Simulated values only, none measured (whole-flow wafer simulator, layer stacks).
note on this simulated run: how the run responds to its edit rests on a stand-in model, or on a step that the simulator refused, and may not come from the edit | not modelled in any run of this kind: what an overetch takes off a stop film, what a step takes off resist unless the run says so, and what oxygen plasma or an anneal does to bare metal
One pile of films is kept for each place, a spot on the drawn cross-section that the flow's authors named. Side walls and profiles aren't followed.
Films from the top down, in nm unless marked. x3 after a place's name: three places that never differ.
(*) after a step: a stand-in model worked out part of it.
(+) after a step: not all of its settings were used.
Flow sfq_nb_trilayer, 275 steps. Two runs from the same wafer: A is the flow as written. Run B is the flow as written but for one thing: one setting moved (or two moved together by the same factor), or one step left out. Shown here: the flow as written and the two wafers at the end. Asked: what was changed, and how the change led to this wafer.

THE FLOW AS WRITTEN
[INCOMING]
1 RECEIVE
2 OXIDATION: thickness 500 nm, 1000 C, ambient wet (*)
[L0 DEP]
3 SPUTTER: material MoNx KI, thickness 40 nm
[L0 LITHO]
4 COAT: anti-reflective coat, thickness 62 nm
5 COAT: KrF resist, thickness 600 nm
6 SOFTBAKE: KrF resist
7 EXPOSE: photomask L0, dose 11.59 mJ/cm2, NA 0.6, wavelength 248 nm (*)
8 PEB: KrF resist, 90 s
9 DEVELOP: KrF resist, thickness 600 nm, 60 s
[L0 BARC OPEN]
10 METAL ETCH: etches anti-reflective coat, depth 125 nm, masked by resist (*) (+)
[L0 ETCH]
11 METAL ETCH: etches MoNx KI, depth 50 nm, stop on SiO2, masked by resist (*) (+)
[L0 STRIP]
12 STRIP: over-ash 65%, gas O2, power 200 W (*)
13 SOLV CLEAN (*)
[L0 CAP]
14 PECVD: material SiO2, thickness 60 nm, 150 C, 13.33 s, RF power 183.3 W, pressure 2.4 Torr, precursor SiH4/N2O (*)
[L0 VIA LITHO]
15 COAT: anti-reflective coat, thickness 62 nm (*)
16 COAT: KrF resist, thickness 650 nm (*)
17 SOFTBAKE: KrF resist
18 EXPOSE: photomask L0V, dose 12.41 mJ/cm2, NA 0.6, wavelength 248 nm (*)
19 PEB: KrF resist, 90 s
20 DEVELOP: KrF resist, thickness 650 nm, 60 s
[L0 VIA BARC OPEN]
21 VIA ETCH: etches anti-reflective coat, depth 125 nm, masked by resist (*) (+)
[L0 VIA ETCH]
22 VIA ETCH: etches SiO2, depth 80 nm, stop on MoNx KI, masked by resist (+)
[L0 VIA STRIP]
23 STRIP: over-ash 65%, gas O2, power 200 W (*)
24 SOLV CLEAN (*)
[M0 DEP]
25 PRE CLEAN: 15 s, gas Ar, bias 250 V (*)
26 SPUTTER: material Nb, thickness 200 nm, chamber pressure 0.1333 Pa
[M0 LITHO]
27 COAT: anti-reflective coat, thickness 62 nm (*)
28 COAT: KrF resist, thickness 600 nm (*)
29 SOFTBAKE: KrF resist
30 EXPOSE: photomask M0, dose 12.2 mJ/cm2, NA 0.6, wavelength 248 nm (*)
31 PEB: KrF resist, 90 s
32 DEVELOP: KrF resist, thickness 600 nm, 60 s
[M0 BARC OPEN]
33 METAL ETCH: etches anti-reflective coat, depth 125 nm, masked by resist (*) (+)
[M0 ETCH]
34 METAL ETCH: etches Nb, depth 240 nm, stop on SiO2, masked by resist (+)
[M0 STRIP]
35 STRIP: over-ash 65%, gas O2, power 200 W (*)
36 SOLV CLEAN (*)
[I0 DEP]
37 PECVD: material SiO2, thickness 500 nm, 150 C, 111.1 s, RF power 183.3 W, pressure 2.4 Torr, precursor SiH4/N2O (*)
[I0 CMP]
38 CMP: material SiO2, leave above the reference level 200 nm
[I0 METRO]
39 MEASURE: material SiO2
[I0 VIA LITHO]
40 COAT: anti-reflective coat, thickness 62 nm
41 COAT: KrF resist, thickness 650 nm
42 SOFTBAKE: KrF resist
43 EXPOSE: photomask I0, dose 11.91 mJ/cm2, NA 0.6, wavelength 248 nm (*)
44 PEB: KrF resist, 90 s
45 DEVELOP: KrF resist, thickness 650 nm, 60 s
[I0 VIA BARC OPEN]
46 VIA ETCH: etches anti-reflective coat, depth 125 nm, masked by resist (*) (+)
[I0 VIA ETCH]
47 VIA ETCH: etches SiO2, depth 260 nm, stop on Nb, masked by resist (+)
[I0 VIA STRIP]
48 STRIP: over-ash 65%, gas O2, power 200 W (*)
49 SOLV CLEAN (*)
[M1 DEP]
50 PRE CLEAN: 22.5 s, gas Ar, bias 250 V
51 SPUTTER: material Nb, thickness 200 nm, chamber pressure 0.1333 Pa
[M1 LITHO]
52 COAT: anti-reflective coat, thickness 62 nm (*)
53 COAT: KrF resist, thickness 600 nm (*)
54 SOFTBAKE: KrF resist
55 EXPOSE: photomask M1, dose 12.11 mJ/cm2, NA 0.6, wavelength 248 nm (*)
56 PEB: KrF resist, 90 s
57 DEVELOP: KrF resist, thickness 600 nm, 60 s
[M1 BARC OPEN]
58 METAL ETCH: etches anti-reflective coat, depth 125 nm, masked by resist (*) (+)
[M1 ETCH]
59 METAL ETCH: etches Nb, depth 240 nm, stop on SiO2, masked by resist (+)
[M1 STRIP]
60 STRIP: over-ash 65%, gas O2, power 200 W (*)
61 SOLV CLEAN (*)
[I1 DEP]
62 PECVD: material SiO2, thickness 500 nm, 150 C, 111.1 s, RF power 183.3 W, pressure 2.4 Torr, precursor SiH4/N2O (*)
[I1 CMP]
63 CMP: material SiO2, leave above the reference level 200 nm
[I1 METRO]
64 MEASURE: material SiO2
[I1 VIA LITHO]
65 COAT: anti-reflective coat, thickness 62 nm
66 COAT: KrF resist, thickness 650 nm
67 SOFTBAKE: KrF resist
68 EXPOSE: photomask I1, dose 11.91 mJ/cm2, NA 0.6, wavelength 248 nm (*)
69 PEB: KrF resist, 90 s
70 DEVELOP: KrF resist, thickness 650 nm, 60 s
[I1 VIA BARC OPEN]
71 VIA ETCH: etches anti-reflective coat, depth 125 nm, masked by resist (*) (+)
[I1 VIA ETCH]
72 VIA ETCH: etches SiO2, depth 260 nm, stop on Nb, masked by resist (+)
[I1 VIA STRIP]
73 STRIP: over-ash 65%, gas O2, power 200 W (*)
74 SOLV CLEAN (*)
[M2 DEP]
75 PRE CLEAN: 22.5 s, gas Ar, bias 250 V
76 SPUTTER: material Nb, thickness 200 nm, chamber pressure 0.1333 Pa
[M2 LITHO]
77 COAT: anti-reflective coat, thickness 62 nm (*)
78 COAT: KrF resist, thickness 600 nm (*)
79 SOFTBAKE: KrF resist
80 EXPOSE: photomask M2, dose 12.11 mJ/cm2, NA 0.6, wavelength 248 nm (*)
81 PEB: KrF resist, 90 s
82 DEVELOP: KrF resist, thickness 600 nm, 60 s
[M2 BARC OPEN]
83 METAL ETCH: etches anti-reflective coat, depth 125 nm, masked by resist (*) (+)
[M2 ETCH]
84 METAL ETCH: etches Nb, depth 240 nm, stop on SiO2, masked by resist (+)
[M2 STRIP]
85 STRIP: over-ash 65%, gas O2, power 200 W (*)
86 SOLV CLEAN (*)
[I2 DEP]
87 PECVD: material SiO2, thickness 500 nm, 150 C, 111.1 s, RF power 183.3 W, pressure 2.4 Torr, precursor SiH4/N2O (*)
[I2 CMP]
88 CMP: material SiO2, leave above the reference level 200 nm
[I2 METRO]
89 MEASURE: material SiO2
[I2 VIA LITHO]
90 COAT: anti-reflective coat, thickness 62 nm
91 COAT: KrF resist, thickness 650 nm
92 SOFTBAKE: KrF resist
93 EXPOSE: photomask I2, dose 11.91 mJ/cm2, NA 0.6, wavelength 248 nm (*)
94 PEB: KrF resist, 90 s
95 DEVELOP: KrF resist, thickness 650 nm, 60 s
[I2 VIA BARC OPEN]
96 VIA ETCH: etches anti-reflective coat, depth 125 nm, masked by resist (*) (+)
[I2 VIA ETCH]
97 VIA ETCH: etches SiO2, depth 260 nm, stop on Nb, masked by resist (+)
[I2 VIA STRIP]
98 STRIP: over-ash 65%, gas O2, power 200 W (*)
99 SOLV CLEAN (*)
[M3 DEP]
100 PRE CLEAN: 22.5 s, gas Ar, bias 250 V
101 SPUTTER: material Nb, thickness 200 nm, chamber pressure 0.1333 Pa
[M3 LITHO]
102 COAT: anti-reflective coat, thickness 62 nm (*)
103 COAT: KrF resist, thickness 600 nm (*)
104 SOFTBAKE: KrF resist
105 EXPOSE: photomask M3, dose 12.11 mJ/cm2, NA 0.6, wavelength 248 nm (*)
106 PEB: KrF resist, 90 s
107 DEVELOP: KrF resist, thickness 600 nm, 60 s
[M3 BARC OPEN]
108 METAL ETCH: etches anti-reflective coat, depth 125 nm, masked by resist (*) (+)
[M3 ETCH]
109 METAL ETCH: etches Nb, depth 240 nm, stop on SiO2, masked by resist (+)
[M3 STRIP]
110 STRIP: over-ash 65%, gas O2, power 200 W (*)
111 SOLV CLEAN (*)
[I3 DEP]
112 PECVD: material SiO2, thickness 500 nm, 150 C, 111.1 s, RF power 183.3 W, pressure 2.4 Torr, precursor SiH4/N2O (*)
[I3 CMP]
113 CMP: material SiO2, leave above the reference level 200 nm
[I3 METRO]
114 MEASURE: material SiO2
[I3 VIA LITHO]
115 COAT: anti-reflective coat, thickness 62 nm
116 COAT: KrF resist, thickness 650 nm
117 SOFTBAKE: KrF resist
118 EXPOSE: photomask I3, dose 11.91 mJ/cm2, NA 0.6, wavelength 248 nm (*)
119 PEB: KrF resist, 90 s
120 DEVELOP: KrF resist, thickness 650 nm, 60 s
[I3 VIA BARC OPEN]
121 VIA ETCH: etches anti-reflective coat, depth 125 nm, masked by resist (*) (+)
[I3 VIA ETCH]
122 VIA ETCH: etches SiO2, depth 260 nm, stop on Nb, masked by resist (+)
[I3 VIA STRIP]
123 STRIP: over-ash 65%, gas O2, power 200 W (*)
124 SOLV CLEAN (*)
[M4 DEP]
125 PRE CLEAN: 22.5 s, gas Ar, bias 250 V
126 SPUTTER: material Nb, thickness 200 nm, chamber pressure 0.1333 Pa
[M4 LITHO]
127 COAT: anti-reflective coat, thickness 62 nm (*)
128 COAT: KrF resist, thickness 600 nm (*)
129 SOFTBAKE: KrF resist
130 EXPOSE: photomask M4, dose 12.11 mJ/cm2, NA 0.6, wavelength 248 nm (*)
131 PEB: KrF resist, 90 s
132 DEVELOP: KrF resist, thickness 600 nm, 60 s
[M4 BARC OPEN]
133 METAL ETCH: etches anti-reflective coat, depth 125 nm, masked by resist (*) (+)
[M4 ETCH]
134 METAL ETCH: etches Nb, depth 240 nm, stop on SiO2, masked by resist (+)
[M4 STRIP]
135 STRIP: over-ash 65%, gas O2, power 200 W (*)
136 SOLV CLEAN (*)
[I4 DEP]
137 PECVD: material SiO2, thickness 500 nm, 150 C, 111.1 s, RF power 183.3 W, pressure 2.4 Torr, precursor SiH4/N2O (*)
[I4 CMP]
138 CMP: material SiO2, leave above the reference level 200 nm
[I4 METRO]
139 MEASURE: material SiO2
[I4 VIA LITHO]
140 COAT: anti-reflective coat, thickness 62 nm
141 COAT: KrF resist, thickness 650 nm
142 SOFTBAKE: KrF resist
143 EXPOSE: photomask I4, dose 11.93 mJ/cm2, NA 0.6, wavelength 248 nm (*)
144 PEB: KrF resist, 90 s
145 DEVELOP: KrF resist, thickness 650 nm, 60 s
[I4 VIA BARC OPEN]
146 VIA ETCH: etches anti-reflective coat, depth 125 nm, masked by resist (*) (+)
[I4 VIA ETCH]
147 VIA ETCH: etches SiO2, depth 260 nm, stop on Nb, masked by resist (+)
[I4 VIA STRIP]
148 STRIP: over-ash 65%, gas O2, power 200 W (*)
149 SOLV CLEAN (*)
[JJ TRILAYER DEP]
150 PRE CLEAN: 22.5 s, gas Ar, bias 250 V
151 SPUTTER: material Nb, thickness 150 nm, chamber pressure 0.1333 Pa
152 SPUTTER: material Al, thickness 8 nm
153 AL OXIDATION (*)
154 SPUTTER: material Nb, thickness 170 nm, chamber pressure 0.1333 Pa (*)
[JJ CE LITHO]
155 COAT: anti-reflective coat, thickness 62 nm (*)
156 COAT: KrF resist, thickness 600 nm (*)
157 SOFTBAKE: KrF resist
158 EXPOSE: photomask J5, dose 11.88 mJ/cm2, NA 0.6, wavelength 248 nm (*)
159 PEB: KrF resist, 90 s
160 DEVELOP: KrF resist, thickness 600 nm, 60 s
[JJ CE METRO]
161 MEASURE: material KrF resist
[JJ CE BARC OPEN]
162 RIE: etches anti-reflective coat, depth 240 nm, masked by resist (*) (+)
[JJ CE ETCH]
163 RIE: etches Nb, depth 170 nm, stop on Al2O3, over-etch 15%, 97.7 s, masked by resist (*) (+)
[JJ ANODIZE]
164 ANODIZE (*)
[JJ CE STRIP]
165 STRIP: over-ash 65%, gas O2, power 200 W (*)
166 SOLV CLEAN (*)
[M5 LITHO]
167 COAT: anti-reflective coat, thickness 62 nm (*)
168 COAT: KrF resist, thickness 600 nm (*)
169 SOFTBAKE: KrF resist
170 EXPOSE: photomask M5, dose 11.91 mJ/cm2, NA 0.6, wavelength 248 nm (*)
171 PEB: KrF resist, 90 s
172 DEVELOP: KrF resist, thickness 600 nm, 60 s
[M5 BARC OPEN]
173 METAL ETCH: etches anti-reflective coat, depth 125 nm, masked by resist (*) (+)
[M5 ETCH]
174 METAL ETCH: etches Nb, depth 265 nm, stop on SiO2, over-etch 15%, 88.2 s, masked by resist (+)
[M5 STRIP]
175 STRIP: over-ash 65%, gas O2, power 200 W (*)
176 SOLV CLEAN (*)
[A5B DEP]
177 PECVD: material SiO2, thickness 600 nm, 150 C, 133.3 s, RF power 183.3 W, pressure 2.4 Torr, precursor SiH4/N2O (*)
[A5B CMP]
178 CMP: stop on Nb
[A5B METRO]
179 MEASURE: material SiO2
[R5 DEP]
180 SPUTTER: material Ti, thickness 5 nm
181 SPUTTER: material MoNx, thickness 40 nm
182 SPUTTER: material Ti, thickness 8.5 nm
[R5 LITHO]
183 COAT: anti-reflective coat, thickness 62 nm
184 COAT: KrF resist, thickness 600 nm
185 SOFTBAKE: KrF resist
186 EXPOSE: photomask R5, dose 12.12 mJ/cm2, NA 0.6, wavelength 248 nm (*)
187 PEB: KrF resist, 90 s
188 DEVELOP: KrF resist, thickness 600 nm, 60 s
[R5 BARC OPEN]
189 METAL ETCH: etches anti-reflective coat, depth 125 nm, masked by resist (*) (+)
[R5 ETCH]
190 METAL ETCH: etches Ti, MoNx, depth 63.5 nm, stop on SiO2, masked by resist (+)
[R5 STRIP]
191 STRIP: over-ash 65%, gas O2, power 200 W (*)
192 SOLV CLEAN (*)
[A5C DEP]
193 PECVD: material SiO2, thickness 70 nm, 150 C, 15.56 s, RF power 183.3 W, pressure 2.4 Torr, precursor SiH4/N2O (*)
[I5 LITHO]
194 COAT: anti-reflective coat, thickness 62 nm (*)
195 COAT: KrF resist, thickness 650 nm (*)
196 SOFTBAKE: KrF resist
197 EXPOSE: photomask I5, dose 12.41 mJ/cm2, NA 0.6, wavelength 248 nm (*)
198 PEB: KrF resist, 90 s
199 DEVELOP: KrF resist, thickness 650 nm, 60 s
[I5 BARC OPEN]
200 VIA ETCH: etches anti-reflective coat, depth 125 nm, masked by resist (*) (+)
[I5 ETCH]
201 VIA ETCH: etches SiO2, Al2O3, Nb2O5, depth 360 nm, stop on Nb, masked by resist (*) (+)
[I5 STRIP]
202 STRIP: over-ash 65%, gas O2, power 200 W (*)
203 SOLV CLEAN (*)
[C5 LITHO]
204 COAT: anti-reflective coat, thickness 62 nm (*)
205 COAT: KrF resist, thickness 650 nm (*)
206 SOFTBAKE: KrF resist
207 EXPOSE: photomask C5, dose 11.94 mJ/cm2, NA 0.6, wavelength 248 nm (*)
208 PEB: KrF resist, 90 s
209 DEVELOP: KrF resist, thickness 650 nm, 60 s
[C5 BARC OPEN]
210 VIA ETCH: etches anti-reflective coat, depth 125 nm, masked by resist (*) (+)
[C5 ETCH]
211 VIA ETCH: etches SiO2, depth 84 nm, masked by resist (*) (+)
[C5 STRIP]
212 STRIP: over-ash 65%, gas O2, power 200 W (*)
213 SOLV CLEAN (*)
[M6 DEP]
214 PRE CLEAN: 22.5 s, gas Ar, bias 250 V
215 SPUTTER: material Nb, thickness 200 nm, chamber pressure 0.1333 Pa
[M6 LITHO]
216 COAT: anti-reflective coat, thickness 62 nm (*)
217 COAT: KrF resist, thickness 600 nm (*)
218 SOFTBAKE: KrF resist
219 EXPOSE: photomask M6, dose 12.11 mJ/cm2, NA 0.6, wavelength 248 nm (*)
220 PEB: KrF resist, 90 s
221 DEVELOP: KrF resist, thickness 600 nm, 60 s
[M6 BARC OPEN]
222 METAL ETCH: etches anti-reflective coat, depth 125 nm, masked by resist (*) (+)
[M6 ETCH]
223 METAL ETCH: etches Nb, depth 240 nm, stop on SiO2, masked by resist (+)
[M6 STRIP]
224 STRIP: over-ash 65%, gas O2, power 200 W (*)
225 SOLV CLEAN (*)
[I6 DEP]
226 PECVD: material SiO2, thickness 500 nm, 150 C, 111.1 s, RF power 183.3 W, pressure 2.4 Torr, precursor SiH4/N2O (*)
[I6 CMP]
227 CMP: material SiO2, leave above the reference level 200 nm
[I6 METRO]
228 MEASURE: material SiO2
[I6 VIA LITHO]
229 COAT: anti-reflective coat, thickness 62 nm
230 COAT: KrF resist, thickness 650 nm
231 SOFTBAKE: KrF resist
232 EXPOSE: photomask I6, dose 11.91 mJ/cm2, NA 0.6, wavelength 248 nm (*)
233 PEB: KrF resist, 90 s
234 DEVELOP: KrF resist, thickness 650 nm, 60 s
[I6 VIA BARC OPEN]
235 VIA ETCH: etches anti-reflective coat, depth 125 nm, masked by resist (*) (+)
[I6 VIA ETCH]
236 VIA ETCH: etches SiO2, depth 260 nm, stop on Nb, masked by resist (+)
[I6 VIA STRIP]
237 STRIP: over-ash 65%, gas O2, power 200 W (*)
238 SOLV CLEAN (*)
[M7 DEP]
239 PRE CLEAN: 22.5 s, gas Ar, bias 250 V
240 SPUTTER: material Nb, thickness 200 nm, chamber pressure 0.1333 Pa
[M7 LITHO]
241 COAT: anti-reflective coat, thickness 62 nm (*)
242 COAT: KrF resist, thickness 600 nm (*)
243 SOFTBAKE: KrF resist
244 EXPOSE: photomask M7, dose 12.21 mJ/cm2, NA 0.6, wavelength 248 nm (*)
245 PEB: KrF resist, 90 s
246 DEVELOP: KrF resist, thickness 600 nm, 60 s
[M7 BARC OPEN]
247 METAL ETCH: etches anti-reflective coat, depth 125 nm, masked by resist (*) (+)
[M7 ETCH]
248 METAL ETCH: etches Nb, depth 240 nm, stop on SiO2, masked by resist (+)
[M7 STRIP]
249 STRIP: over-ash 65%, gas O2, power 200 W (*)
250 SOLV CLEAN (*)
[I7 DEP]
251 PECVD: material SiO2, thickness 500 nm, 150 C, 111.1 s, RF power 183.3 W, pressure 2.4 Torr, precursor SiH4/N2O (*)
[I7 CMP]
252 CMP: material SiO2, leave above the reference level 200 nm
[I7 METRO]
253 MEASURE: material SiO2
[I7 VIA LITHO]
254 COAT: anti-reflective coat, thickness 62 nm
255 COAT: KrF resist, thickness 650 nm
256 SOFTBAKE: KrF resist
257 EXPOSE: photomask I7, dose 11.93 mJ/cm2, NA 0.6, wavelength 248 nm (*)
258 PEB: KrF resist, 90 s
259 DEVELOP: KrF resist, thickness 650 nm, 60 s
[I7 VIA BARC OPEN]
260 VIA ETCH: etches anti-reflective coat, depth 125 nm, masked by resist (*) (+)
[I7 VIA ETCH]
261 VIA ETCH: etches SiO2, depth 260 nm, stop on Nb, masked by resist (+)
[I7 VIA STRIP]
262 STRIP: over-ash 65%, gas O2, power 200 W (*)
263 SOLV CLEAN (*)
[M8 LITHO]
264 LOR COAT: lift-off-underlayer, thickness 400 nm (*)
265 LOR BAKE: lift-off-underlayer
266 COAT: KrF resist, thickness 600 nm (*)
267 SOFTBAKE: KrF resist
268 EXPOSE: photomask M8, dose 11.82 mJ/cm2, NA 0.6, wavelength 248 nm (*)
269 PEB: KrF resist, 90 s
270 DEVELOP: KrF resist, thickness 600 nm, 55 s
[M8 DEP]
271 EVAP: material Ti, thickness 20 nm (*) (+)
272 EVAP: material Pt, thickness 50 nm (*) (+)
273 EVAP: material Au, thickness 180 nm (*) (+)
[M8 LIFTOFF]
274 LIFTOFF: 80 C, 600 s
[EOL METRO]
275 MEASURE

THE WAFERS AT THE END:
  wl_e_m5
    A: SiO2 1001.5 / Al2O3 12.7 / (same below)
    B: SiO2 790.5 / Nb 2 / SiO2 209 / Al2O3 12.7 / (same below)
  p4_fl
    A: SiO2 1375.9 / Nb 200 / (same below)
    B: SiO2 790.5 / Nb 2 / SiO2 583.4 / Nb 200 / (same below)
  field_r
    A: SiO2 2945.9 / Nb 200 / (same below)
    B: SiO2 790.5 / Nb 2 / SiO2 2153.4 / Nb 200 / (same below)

The cause: step 223, METAL ETCH: depth 198 nm was run, where the flow has depth 240 nm.

How the change led to this, step by step:
  223 METAL ETCH: etches Nb, depth 240 nm, stop on SiO2, masked by resist (+)
      field_l, gap, moat and 76 more: A Nb -200 (all of it) | B Nb -198
      v_sur, via_wl, via_w and 24 more: A KrF resist -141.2 | B KrF resist -116.5
  224 STRIP: over-ash 65%, gas O2, power 200 W (*)
      wl_j_sl, wl_j_sr: A KrF resist -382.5 (all of it), anti-reflective coat -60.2 (all of it) | B KrF resist -407.2 (all of it), anti-reflective coat -60.2 (all of it)
      wl_c_m6, wl_f_m6: A KrF resist -382.3 (all of it), anti-reflective coat -62 (all of it) | B KrF resist -407 (all of it), anti-reflective coat -62 (all of it)
      (and at 23 more places)
  226 PECVD: material SiO2, thickness 500 nm, 150 C, 111.1 s, RF power 183.3 W, pressure 2.4 Torr, precursor SiH4/N2O (*)
      field_l, p4_fl, p4_fm and 62 more: A SiO2 +500 | B SiO2 +500 (new film)
      moat, field_r, lsp_l, ln_m5, lsp_m: A SiO2 +493.6 | B SiO2 +493.7 (new film)
      (and at 9 more places)
  227 CMP: material SiO2, leave above the reference level 200 nm
      moat, field_r, lsp_l, ln_m5, lsp_m: A SiO2 -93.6 | B SiO2 -95.7
      lsp_r, l0_sur, l0v: A SiO2 -91.9 | B SiO2 -94
Counting metal films that touch as one body, wl_e_m5 has 7 bodies (between them, from the top down: SiO2 209 / Al2O3 12.7 / Nb2O5 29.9; SiO2 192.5; SiO2 192.5; SiO2 192.5; SiO2 192.5; SiO2 192.5); the flow as written gives 6 bodies (between them, from the top down: SiO2 192.5; SiO2 192.5; SiO2 192.5; SiO2 192.5; SiO2 192.5).
Counting metal films that touch as one body, p4_fl has 3 bodies (between them, from the top down: SiO2 583.4; SiO2 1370); the flow as written gives 2 bodies (between them, from the top down: SiO2 1370).
Counting metal films that touch as one body, field_r has 2 bodies (between them, from the top down: SiO2 2153.4); the flow as written gives 1 body.
